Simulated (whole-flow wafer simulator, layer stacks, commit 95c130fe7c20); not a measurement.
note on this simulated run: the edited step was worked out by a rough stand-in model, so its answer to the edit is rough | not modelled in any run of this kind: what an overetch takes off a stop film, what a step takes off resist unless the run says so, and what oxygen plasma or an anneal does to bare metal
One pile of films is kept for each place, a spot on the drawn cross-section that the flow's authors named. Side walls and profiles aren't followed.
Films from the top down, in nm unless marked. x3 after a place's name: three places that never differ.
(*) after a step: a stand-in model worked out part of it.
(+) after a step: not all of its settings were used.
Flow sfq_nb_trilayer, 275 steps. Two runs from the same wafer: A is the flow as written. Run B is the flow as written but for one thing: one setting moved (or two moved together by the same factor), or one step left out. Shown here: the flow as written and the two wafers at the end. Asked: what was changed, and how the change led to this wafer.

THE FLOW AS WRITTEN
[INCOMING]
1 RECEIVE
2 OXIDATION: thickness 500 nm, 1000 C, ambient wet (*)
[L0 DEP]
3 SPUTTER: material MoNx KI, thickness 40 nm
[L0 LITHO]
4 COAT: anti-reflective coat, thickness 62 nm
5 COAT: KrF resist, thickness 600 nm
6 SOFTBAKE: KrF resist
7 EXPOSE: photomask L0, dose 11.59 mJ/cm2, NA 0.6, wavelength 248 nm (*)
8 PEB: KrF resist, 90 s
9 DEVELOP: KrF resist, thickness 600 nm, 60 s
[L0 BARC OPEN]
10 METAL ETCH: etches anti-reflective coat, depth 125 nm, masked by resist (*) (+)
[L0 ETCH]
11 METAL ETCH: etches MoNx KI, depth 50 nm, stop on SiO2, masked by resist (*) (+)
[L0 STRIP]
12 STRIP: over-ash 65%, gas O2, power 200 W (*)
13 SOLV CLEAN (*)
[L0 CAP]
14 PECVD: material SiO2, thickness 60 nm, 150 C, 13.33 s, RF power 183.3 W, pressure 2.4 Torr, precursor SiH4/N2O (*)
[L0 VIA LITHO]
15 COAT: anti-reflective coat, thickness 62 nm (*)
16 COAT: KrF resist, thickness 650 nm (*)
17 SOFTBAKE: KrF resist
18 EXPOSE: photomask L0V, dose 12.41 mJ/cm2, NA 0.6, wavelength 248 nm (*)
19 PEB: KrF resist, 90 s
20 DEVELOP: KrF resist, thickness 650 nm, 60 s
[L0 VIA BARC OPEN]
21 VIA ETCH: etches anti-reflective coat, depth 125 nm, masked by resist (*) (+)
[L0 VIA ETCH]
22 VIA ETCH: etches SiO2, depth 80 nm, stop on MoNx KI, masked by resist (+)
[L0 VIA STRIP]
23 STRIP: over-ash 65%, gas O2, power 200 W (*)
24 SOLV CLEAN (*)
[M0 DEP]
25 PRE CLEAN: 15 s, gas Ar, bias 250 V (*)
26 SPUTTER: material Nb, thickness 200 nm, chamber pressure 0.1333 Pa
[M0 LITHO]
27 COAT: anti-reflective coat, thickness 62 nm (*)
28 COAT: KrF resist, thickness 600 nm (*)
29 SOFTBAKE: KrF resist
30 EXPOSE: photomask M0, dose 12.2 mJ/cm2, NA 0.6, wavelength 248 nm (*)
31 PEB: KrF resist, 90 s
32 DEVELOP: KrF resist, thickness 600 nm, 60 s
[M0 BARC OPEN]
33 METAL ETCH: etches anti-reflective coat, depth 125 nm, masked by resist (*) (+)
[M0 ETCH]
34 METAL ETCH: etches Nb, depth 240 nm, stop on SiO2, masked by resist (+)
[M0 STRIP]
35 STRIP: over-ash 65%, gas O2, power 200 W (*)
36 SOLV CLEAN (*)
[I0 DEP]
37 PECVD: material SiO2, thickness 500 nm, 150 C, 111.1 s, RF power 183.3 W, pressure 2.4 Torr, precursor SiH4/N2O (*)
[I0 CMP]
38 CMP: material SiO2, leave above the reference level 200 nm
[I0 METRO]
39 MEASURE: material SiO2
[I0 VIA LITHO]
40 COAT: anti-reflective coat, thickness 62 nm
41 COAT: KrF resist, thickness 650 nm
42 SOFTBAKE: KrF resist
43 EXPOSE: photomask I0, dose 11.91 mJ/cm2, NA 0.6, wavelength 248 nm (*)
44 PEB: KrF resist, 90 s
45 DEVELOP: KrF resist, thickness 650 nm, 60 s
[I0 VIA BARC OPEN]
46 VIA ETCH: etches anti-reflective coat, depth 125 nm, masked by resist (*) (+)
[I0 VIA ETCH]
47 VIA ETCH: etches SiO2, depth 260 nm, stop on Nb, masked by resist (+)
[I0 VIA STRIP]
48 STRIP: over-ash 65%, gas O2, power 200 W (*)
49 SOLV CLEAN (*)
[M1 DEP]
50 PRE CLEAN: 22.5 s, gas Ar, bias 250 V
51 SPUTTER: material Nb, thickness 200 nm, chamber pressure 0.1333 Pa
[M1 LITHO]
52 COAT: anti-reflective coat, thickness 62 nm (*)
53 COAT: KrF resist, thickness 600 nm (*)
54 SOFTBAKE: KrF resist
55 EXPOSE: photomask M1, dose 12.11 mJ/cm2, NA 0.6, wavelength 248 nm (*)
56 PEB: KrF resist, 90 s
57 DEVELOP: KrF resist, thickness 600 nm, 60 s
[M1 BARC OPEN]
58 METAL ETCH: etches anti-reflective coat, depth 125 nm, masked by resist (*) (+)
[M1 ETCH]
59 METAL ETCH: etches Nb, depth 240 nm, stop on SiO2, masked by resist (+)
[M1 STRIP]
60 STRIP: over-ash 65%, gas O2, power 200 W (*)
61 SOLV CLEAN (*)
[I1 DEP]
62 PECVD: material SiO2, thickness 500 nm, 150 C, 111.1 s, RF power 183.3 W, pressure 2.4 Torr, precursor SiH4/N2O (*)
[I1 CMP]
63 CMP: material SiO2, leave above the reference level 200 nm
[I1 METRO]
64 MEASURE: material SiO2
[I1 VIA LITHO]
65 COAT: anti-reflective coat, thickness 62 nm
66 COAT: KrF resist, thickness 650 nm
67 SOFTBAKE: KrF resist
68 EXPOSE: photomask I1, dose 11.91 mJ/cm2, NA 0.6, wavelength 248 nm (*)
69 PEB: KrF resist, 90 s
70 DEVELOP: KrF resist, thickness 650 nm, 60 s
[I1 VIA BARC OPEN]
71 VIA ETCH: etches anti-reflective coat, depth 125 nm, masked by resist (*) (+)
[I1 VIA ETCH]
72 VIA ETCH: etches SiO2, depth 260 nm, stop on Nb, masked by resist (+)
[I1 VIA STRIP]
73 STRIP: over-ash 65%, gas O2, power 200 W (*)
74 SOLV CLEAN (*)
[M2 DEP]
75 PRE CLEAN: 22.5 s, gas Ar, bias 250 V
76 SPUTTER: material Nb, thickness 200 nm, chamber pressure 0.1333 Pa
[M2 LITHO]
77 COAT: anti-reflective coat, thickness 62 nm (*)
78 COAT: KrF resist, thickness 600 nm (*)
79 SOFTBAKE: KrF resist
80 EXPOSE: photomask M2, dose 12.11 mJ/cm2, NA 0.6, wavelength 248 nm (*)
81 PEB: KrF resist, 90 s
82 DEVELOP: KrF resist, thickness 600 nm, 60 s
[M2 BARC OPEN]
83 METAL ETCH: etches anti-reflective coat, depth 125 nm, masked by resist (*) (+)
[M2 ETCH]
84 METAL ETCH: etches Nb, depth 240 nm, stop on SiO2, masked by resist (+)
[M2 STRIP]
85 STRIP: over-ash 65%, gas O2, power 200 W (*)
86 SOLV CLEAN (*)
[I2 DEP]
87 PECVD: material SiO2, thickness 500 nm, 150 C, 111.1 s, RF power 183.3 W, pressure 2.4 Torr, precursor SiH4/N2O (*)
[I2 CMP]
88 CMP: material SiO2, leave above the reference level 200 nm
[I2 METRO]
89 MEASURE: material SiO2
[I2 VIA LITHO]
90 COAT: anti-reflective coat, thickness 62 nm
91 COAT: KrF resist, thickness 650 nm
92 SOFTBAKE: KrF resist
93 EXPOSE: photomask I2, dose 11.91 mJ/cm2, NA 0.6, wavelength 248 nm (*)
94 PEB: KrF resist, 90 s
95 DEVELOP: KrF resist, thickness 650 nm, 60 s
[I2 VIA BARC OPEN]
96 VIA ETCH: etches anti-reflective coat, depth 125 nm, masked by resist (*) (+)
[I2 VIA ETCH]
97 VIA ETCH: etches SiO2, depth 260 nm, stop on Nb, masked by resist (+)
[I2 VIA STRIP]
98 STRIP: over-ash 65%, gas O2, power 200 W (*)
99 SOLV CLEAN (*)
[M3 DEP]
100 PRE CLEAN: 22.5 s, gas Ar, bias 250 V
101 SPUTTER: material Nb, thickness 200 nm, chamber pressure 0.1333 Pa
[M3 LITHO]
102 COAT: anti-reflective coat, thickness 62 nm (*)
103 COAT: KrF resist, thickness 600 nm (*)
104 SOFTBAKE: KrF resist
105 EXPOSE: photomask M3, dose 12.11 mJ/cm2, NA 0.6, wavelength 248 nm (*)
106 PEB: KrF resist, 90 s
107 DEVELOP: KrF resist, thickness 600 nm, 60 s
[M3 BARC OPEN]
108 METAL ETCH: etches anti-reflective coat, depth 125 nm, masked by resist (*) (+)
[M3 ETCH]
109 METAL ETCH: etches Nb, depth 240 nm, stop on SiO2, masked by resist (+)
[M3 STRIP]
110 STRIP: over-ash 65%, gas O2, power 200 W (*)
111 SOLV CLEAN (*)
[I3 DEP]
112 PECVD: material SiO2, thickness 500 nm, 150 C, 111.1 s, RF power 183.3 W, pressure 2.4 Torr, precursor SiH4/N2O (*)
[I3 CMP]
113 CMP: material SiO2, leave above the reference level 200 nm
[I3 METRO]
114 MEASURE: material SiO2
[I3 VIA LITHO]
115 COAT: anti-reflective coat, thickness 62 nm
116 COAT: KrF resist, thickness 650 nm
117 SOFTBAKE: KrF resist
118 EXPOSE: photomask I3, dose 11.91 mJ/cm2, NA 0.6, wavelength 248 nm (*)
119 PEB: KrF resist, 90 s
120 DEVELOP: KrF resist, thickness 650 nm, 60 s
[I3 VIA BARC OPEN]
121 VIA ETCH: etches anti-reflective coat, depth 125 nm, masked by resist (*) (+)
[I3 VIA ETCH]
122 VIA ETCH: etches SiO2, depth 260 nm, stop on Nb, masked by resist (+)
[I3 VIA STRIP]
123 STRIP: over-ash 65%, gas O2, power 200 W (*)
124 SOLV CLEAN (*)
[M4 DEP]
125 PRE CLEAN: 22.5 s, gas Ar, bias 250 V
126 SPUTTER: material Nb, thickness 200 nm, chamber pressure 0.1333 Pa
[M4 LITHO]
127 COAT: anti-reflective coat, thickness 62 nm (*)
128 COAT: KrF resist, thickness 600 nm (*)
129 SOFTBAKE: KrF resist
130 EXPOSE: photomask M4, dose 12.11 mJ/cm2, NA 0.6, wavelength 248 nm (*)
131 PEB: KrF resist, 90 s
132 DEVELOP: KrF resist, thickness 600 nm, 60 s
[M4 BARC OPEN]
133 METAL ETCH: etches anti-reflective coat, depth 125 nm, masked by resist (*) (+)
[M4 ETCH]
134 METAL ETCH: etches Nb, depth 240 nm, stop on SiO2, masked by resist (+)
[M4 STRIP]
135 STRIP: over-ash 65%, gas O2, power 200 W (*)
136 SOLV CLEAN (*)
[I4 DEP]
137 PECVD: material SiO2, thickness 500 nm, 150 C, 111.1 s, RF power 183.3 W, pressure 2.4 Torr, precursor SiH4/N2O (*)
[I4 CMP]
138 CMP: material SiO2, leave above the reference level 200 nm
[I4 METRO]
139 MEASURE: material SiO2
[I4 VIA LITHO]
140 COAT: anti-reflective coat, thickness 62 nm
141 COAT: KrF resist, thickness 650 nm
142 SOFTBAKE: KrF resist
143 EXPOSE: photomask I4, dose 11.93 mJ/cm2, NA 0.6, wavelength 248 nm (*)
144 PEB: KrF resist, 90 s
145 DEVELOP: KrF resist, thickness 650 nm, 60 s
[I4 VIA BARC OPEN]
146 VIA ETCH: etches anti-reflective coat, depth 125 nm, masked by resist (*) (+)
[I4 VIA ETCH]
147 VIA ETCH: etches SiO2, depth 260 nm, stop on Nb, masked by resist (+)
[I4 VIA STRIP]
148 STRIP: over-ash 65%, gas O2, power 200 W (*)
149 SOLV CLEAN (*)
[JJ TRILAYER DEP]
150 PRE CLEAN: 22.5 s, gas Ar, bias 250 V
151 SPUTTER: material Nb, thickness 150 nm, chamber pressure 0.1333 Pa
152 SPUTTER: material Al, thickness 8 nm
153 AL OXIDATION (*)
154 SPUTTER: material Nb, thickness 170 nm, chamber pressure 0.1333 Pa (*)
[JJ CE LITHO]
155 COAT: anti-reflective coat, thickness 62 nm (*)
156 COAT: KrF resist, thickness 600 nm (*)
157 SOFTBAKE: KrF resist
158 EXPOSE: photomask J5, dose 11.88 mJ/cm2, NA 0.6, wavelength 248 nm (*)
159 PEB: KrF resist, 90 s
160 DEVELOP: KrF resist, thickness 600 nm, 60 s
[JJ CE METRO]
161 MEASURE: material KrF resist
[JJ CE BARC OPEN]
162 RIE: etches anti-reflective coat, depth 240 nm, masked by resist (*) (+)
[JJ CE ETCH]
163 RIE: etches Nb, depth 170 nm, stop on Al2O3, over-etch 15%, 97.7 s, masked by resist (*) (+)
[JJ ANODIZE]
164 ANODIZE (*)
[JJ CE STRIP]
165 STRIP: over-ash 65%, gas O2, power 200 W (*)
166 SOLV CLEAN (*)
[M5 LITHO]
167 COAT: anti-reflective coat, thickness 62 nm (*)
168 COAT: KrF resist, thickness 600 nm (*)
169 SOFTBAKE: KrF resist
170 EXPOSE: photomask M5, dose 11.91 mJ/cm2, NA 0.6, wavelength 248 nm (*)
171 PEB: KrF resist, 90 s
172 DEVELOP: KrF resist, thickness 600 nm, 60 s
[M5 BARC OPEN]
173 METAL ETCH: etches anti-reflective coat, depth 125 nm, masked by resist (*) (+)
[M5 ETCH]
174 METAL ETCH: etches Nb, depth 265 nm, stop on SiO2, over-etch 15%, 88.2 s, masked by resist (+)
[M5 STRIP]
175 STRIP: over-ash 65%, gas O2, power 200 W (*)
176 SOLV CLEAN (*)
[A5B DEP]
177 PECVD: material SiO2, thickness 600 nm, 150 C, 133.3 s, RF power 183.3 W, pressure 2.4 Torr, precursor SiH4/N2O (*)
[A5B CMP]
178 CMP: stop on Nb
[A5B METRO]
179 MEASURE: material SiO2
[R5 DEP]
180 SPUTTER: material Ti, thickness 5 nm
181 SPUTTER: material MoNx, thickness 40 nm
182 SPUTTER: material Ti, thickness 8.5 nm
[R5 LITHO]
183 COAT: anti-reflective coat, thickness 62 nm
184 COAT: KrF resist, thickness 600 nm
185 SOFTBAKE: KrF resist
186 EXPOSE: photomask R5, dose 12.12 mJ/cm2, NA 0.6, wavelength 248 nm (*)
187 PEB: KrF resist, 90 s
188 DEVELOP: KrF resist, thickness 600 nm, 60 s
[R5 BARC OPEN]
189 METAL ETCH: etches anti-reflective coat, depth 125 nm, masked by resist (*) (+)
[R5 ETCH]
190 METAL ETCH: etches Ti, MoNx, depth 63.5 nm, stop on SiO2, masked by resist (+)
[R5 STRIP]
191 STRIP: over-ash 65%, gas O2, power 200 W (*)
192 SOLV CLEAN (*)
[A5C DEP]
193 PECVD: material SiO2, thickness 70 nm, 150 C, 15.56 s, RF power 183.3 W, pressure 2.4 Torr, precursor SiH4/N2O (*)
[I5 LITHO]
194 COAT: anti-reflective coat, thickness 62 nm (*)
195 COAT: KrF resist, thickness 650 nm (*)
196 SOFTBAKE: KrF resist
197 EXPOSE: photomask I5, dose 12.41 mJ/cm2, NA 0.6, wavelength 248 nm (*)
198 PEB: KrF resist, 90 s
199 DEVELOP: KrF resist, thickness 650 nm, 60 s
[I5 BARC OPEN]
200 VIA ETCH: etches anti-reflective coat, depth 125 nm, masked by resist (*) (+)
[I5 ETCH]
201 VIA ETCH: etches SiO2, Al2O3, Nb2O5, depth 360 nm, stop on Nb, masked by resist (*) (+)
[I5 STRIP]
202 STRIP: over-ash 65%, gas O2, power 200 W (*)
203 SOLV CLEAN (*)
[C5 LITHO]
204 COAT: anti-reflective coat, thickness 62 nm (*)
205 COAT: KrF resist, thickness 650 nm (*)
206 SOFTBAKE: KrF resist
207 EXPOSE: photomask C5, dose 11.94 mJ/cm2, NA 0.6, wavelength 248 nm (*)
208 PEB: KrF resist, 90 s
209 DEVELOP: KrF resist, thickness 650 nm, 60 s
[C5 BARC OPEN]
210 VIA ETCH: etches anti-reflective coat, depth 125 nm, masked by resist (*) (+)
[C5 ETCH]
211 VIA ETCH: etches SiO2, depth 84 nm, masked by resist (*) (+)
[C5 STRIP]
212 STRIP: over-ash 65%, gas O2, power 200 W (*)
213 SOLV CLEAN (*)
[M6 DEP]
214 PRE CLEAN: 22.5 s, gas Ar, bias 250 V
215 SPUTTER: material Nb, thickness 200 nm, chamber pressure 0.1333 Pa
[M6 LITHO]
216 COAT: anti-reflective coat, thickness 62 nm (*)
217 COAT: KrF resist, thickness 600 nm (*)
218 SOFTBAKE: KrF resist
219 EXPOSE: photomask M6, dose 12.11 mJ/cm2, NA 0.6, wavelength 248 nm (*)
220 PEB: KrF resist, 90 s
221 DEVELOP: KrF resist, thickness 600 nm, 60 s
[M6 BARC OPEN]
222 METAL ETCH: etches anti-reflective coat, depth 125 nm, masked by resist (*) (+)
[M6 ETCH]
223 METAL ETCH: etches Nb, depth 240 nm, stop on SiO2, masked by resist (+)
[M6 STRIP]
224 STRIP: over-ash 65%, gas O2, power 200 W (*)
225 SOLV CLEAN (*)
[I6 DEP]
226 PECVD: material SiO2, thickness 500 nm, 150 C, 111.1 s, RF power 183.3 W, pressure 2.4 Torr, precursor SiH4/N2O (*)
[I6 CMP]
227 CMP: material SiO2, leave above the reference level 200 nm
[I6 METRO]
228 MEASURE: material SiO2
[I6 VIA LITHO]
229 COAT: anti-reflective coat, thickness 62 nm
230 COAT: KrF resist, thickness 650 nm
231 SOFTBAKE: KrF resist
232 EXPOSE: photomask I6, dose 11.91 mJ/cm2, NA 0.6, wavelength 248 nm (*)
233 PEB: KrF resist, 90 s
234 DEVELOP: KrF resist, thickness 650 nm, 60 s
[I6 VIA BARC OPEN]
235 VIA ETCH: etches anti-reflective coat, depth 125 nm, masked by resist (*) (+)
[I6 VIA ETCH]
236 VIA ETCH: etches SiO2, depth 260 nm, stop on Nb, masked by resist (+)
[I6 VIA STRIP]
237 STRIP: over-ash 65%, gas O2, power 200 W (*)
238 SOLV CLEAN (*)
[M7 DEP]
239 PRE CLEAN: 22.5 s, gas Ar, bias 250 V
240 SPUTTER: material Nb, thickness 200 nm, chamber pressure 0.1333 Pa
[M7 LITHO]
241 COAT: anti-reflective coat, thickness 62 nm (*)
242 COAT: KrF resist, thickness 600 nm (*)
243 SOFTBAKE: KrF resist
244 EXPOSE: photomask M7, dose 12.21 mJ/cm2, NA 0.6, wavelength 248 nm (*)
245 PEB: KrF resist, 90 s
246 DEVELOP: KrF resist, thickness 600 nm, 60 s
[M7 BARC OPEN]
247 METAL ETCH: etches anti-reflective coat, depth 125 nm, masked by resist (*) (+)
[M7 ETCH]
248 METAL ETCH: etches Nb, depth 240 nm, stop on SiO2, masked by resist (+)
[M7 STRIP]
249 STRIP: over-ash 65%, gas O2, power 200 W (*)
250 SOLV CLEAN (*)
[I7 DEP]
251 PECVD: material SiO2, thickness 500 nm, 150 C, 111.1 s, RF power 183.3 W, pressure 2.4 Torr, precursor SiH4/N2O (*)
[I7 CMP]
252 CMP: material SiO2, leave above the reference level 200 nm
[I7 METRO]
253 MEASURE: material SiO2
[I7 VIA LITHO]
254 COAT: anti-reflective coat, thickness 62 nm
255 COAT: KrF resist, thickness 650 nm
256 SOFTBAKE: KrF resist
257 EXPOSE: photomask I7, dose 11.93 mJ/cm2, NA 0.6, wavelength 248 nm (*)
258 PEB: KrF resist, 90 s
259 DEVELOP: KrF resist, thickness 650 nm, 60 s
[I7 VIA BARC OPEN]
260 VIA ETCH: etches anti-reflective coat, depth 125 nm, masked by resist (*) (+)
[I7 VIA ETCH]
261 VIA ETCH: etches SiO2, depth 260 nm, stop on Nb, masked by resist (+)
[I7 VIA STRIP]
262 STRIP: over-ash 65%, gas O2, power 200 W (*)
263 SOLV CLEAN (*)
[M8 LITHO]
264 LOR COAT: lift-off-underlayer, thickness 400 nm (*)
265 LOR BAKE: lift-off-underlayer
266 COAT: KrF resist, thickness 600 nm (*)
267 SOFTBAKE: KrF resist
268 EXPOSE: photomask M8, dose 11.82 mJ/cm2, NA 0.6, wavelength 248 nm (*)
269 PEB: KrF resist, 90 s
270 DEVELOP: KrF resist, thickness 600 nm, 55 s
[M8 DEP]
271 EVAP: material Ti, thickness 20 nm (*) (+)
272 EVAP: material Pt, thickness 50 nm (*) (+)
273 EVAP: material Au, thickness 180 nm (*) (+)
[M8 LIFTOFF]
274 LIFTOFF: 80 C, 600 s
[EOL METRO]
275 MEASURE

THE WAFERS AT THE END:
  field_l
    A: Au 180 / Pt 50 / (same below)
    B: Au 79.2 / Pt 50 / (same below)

The cause: step 273, EVAP: thickness 79.2 nm was run, where the flow has thickness 180 nm.
It can be read off the wafer: field_l has Au 79.2, and step 273 as written asks for 180 nm.

How the change led to this, step by step:
  273 EVAP: material Au, thickness 180 nm (*) (+)
      field_l, v_sur, via_wl and 103 more: A Au +180 (new film) | B Au +79.2 (new film)
  274 LIFTOFF: 80 C, 600 s
      p4_fl, p4_fm, p4_w1 and 71 more: A Au -180 (all of it), Pt -50 (all of it), Ti -20 (all of it), KrF resist -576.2 (all of it), lift-off-underlayer -400 (all of it) | B Au -79.2 (all of it), Pt -50 (all of it), Ti -20 (all of it), KrF resist -576.2 (all of it), lift-off-underlayer -400 (all of it)
      c5j, ce_r: A Au -180 (all of it), Pt -50 (all of it), Ti -20 (all of it), KrF resist -573.3 (all of it), lift-off-underlayer -399.3 (all of it) | B Au -79.2 (all of it), Pt -50 (all of it), Ti -20 (all of it), KrF resist -573.3 (all of it), lift-off-underlayer -399.3 (all of it)
      (and at 19 more places)
